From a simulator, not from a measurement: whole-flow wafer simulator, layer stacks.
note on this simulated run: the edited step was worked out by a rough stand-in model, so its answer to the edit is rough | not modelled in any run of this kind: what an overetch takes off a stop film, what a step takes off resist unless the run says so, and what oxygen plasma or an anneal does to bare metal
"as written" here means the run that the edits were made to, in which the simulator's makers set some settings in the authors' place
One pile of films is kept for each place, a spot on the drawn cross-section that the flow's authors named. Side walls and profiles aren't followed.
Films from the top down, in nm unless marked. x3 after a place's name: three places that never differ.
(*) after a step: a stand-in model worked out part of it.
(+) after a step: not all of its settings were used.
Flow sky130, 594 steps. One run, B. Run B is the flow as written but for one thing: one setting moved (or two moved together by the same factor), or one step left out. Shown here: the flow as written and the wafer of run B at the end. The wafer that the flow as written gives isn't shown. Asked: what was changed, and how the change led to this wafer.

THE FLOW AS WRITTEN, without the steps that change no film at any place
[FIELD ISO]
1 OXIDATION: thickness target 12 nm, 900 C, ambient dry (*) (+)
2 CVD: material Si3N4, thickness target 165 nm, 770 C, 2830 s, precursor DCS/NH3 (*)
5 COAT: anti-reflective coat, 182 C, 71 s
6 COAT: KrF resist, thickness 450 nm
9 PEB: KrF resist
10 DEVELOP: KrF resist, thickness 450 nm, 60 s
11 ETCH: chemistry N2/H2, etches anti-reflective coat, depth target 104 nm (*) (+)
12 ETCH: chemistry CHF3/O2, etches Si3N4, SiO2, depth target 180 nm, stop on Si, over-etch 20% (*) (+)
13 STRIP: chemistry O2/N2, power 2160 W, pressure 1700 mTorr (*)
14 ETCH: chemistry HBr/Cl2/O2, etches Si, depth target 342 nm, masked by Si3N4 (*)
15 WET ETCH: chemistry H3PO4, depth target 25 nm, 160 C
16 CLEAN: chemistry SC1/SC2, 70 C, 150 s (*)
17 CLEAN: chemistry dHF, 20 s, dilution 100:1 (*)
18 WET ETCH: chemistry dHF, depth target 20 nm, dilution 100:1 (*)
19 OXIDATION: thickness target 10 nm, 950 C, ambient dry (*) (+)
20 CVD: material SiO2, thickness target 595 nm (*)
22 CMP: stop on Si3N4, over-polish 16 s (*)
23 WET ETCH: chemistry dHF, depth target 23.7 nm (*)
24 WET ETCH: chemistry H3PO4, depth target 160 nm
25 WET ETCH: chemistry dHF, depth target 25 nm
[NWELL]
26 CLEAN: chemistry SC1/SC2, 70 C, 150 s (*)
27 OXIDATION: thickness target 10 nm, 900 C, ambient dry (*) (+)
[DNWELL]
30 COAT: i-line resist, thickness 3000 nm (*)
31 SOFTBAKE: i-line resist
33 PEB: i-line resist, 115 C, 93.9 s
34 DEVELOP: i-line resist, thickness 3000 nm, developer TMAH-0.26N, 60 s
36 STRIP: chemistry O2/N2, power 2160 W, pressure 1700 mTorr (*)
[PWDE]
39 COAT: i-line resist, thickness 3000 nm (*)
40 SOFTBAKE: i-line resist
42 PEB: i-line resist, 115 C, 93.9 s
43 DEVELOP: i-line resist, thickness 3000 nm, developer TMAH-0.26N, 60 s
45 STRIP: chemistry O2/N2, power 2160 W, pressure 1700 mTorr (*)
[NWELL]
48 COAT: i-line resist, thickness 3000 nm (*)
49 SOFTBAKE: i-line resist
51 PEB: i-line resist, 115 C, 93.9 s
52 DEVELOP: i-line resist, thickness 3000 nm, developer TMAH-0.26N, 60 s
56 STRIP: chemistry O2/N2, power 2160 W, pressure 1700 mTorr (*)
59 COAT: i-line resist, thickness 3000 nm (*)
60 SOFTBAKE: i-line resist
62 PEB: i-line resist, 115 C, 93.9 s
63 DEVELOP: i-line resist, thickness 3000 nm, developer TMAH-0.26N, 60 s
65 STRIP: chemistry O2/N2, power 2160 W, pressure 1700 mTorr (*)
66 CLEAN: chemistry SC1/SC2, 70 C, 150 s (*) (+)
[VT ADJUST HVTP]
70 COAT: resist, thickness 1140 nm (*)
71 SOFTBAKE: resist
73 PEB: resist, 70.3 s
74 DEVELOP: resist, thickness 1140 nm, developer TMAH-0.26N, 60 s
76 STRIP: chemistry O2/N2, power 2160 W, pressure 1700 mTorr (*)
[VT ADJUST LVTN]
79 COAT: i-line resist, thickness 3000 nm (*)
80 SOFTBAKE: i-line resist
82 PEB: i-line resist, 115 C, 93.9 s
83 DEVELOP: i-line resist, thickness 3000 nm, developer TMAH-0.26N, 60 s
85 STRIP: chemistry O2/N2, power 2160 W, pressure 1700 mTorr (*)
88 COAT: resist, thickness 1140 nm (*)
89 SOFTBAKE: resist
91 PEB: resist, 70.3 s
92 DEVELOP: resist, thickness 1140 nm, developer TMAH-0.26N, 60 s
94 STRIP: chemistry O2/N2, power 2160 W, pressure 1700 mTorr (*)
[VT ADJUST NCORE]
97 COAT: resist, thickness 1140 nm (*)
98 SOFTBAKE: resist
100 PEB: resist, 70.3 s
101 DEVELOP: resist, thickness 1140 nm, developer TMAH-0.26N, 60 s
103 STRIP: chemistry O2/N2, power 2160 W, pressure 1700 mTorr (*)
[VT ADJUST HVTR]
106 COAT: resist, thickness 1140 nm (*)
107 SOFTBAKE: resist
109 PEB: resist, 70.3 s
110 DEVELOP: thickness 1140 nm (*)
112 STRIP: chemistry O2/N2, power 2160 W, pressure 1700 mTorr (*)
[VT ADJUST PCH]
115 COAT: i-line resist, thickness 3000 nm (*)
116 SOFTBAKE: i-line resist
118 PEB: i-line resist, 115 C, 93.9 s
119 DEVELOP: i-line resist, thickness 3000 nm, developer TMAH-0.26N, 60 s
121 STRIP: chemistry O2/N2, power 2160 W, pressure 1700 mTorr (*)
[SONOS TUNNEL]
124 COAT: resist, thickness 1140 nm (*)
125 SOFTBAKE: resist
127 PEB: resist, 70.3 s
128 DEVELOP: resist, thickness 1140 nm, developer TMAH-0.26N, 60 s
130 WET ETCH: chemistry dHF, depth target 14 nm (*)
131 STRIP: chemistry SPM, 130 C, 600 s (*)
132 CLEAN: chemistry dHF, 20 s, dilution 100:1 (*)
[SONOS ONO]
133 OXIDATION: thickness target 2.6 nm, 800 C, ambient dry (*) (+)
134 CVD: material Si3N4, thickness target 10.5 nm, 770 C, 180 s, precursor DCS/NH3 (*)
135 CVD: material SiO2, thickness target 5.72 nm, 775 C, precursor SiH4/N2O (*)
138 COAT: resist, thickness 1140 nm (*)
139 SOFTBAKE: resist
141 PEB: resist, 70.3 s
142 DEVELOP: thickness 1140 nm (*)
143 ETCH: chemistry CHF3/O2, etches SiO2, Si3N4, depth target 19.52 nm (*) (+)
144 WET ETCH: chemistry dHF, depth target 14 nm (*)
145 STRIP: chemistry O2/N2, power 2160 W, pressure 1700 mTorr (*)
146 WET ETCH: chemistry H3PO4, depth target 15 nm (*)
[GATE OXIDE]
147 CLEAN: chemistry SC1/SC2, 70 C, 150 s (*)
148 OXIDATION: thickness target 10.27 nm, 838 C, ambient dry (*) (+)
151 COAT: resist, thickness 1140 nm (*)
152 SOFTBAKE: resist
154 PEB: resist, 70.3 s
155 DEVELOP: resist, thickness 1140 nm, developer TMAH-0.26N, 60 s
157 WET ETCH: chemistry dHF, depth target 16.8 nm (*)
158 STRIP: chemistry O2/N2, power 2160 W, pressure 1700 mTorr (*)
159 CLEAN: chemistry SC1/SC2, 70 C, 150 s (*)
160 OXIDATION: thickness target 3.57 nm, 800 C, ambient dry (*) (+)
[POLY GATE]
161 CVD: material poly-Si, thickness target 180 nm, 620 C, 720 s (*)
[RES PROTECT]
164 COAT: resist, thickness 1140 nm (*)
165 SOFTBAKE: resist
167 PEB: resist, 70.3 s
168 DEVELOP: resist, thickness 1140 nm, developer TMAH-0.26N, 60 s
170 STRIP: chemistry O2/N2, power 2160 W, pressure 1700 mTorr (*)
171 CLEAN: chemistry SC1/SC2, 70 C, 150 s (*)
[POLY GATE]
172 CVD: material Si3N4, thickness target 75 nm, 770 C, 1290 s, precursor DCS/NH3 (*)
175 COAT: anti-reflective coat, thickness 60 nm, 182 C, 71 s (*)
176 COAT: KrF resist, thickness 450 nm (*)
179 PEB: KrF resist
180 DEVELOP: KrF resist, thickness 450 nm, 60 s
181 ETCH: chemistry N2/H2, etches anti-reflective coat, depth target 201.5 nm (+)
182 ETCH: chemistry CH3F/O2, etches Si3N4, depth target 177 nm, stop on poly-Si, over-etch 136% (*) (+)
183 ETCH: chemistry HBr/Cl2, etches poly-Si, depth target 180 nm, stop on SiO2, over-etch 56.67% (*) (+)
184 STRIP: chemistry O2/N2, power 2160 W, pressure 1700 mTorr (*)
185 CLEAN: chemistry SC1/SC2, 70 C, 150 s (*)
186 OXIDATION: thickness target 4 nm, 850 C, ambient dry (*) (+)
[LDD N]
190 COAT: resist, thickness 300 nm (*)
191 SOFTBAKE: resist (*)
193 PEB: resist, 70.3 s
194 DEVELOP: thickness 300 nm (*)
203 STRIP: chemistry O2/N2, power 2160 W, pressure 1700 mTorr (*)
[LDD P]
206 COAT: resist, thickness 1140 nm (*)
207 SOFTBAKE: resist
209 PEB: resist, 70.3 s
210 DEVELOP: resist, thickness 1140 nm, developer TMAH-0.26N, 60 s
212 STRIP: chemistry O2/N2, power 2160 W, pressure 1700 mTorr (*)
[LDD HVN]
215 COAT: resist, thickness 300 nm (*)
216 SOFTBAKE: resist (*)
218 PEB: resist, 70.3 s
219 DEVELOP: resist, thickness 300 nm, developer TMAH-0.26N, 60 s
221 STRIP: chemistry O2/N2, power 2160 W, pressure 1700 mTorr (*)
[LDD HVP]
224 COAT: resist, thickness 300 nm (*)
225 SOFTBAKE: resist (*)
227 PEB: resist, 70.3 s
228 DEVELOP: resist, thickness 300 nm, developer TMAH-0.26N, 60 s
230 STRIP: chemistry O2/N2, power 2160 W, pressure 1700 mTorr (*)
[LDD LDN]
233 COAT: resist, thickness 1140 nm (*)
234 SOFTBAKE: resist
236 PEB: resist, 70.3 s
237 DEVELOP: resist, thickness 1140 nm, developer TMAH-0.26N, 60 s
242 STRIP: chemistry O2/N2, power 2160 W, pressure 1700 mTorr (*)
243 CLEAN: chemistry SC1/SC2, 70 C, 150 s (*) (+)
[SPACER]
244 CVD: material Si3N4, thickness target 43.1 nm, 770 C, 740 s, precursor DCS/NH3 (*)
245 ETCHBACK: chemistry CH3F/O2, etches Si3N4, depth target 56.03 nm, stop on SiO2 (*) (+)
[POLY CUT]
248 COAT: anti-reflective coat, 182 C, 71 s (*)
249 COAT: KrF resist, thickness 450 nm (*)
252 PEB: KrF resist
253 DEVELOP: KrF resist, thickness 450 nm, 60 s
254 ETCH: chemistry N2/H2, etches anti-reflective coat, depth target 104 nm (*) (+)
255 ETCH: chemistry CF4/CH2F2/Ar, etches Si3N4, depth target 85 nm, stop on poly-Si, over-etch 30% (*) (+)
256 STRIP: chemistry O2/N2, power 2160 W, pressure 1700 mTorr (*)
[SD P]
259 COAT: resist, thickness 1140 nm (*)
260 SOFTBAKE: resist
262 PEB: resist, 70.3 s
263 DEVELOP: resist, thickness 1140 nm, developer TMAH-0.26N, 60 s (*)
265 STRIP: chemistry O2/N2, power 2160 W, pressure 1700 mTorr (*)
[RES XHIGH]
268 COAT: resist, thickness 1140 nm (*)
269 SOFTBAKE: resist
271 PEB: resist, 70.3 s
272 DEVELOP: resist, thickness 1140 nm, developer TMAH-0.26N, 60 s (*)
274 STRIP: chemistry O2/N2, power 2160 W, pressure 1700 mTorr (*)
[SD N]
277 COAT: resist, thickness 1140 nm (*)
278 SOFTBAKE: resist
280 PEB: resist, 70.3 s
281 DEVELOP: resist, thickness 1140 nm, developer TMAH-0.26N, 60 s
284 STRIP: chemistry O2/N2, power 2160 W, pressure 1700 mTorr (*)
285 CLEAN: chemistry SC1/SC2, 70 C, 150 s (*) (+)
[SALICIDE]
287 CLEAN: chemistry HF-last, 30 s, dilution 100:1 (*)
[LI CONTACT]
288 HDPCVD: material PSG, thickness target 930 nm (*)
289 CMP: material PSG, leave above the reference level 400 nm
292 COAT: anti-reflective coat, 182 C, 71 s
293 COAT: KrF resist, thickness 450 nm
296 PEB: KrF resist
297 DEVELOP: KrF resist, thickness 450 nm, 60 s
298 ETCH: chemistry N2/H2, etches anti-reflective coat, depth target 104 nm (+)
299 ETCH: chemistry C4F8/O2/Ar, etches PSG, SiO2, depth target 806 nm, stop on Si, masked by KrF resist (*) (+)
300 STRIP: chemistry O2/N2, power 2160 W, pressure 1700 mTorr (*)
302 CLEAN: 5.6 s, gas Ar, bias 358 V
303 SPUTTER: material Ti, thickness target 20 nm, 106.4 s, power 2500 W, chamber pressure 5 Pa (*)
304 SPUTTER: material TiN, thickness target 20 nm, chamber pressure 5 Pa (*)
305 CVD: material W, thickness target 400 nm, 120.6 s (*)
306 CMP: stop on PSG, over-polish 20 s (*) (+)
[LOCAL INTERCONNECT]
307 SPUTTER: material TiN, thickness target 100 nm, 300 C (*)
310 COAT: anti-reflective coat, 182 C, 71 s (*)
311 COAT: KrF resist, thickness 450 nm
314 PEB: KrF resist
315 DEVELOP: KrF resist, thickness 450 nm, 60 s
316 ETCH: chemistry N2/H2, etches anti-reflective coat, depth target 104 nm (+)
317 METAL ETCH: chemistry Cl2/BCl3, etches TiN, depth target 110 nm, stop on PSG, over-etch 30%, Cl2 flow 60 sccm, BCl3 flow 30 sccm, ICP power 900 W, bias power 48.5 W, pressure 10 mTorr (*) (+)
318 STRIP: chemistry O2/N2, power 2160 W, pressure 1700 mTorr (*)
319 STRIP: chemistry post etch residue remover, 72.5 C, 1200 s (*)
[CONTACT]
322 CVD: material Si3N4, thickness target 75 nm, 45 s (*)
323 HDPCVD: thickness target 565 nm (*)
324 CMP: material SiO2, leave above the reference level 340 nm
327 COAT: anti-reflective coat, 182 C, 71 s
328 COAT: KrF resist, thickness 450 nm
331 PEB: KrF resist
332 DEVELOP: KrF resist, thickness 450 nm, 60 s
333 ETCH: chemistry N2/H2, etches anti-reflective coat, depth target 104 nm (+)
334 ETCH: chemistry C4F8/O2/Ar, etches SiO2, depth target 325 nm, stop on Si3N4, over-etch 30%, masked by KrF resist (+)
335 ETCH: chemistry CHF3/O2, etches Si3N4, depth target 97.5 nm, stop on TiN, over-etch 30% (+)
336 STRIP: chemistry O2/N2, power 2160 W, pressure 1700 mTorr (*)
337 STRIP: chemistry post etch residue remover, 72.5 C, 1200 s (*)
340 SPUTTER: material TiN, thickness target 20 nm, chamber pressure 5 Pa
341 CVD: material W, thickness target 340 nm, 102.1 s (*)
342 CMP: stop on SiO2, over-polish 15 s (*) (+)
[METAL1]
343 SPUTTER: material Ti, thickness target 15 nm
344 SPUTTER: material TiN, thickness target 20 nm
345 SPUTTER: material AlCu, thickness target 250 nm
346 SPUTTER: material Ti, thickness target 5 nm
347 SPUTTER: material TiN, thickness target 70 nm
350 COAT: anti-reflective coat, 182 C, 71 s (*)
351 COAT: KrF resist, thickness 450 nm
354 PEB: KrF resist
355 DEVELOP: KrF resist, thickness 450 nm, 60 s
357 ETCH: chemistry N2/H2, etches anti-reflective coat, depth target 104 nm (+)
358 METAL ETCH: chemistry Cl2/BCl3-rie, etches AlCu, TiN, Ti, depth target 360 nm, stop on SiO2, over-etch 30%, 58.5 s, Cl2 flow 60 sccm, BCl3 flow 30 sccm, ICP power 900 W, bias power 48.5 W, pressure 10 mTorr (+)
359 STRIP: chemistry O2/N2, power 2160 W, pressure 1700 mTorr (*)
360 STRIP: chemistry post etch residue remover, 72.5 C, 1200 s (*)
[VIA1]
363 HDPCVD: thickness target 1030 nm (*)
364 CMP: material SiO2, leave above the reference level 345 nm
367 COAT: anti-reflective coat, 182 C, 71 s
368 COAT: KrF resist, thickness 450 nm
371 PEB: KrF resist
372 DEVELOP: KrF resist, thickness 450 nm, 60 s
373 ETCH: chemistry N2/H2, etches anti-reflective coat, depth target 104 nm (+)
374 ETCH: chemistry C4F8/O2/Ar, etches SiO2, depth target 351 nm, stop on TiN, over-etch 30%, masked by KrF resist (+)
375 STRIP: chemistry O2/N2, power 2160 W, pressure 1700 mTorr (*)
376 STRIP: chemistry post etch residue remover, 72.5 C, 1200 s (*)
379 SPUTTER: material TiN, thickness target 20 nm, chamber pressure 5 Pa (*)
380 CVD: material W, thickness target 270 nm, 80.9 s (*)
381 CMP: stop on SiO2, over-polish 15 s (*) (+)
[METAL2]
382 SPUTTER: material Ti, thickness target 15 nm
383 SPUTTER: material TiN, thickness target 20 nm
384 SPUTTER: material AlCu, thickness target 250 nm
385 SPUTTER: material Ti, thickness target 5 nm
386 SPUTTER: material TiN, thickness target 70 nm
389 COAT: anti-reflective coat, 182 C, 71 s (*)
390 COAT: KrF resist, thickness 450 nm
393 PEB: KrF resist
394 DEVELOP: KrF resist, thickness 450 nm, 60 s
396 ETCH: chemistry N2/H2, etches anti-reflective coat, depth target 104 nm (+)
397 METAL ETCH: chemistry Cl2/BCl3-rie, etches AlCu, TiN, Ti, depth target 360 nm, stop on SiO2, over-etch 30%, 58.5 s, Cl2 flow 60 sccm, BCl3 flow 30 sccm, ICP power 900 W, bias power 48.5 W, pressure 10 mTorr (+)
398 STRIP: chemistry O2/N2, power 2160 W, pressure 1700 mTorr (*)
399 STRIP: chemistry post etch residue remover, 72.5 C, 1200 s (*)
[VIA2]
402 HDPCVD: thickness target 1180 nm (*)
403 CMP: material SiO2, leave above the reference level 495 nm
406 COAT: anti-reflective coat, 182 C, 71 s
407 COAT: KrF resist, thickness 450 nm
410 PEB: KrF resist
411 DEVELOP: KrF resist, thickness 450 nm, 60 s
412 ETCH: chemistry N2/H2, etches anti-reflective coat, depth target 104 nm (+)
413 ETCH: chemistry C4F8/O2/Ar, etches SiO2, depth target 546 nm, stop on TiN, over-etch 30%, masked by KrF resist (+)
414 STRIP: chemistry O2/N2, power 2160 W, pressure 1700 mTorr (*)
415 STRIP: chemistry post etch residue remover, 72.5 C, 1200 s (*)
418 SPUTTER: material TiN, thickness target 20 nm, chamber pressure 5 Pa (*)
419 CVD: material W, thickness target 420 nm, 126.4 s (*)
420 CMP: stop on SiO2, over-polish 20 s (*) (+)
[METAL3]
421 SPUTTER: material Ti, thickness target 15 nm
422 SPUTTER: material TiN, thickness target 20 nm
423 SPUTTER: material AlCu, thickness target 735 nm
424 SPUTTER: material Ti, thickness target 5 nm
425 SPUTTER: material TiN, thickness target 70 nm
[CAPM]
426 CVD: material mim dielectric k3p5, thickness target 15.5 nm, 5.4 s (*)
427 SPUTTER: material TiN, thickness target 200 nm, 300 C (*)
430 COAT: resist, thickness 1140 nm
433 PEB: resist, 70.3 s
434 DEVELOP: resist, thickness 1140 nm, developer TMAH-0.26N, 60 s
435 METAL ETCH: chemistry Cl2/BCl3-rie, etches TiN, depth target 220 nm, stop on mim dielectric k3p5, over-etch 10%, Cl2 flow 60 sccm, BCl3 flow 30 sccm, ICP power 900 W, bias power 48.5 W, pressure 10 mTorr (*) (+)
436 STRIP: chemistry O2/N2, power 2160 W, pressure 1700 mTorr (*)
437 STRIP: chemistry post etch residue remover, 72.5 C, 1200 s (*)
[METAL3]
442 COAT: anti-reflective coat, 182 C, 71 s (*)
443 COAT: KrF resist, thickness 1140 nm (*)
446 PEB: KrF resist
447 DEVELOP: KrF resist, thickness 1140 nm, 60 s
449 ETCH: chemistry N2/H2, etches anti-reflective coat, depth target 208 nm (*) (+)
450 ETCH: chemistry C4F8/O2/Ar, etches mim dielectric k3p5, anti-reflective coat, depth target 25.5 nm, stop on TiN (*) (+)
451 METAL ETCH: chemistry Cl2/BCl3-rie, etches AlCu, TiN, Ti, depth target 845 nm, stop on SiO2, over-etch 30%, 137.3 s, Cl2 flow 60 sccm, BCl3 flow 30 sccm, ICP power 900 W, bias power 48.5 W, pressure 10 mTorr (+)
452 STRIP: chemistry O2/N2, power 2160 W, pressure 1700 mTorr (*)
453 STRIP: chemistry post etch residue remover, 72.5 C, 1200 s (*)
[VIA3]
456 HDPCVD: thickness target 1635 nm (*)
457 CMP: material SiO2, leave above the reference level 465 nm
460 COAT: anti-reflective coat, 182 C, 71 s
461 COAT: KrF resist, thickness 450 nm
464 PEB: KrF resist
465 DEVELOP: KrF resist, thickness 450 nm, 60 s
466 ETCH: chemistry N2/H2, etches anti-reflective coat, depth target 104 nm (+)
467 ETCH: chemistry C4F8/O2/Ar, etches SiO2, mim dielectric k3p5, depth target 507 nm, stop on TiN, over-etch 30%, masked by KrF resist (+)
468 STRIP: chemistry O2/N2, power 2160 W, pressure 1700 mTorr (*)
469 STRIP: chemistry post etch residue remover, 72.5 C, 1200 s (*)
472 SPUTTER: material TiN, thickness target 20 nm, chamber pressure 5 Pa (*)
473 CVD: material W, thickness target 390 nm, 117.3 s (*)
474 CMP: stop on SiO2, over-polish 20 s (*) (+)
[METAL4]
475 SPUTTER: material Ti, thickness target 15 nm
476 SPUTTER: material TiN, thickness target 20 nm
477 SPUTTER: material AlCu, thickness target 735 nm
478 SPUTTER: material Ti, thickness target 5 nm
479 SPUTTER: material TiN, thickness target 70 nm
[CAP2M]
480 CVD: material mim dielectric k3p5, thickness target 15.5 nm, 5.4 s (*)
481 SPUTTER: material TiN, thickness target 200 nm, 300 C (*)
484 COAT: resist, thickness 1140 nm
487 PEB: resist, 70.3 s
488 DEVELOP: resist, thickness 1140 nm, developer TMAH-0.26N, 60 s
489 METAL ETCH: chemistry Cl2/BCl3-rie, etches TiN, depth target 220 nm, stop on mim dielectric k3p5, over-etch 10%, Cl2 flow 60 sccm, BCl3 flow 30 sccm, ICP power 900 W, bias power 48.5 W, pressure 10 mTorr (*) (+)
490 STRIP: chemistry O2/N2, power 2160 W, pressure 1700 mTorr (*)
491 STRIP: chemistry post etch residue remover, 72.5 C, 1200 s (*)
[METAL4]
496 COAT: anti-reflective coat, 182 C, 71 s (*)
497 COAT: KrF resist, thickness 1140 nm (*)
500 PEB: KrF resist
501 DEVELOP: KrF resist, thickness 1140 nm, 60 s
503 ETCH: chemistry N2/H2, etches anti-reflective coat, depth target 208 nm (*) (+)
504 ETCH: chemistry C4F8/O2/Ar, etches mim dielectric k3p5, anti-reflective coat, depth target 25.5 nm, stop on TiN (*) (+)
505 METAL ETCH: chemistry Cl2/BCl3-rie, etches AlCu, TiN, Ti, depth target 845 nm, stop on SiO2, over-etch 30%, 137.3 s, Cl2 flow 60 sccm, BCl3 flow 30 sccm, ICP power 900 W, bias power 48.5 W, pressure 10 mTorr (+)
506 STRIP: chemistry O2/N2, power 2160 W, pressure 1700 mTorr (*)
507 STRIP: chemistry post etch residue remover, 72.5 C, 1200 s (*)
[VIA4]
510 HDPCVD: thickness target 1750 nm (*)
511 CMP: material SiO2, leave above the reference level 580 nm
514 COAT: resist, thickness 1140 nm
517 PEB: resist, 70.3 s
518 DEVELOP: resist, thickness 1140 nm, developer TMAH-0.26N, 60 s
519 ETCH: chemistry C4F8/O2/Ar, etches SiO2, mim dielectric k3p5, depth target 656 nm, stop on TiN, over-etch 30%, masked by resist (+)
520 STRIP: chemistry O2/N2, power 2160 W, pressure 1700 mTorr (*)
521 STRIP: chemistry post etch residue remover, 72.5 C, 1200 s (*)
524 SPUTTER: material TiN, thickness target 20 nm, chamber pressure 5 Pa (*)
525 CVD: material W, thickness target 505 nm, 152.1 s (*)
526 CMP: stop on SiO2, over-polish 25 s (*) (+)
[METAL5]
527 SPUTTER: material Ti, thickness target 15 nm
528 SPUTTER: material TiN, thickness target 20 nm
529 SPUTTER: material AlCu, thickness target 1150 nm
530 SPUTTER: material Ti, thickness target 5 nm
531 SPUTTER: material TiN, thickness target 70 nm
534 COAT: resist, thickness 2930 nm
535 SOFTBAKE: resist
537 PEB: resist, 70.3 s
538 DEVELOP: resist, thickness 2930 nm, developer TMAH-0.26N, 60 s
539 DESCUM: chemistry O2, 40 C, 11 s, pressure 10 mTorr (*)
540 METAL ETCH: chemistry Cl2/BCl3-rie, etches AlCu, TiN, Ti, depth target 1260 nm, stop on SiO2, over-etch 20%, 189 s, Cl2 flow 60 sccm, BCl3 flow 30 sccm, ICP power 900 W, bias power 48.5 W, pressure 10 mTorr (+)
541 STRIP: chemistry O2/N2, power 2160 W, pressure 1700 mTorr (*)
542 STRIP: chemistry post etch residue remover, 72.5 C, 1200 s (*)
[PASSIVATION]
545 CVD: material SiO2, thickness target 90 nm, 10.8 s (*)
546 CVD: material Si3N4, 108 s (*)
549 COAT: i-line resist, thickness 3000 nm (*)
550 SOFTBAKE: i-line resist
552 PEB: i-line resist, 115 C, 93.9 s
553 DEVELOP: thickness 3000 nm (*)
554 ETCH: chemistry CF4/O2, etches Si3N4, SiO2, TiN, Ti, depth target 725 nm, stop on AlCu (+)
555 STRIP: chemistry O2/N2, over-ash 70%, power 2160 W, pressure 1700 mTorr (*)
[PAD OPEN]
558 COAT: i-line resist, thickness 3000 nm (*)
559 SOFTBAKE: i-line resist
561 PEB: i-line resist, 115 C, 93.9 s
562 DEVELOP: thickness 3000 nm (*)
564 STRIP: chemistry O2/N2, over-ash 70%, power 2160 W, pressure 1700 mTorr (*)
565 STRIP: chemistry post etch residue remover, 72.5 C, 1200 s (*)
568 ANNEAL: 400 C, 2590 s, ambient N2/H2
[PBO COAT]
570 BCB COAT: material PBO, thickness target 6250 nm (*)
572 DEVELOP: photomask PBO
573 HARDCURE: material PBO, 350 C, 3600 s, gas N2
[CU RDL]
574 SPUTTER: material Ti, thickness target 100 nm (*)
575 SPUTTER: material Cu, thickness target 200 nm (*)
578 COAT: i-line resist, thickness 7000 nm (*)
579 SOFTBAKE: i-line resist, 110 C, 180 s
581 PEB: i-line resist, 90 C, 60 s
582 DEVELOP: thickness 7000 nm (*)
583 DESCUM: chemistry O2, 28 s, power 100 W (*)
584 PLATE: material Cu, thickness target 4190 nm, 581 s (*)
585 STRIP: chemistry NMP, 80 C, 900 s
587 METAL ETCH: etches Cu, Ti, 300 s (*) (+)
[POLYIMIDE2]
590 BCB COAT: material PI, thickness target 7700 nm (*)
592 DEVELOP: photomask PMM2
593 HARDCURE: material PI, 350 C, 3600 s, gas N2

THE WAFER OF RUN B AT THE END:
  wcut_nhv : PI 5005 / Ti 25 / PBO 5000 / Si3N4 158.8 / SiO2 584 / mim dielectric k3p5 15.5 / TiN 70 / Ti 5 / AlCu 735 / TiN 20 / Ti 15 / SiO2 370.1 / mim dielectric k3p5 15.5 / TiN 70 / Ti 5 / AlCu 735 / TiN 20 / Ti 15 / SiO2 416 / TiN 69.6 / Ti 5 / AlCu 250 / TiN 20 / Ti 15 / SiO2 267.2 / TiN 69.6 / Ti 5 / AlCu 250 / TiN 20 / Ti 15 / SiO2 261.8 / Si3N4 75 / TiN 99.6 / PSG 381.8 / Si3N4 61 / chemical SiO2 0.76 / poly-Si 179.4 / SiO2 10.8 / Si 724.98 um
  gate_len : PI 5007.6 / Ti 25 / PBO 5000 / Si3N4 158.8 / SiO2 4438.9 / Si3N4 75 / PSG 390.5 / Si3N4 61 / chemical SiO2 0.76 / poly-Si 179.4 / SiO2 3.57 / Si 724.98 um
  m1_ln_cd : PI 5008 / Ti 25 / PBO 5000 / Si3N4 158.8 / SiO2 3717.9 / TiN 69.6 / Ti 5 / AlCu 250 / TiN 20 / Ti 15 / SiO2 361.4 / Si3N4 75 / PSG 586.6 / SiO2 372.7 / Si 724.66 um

The cause: step 575, SPUTTER: thickness target 315 nm was run, where the flow has thickness target 200 nm.

How the change led to this, step by step:
  575 SPUTTER: material Cu, thickness target 200 nm (*)
      field, active, n_well and 190 more: Cu +315 (new film) (as written it would be: Cu +200 (new film))
  587 METAL ETCH: etches Cu, Ti, 300 s (*) (+)
      field, active, gate and 167 more: Cu -315 (all of it), Ti -75 (as written it would be: Cu -200 (all of it), Ti -100 (all of it))
  590 BCB COAT: material PI, thickness target 7700 nm (*)
      n_well, p_well, sd_n, sd_p: PI +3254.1 (new film) (as written it would be: PI +3344.1 (new film))
      mim: PI +3584.6 (new film) (as written it would be: PI +3670.5 (new film))
      (and at 14 more places)
  593 HARDCURE: material PI, 350 C, 3600 s, gas N2
      n_well, p_well, sd_n, sd_p: PI -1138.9 (as written it would be: PI -1170.4)
Counting metal films that touch as one body, wcut_nhv has 6 bodies (between them, from the top down: PBO 5000 / Si3N4 158.8 / SiO2 584 / mim dielectric k3p5 15.5; SiO2 370.1 / mim dielectric k3p5 15.5; SiO2 416; SiO2 267.2; SiO2 261.8 / Si3N4 75); the flow as written gives 5 bodies (between them, from the top down: SiO2 370.1 / mim dielectric k3p5 15.5; SiO2 416; SiO2 267.2; SiO2 261.8 / Si3N4 75).
Counting metal films that touch as one body, gate_len has 1 body; the flow as written gives 0 bodies.
Counting metal films that touch as one body, m1_ln_cd has 2 bodies (between them, from the top down: PBO 5000 / Si3N4 158.8 / SiO2 3717.9); the flow as written gives 1 body.
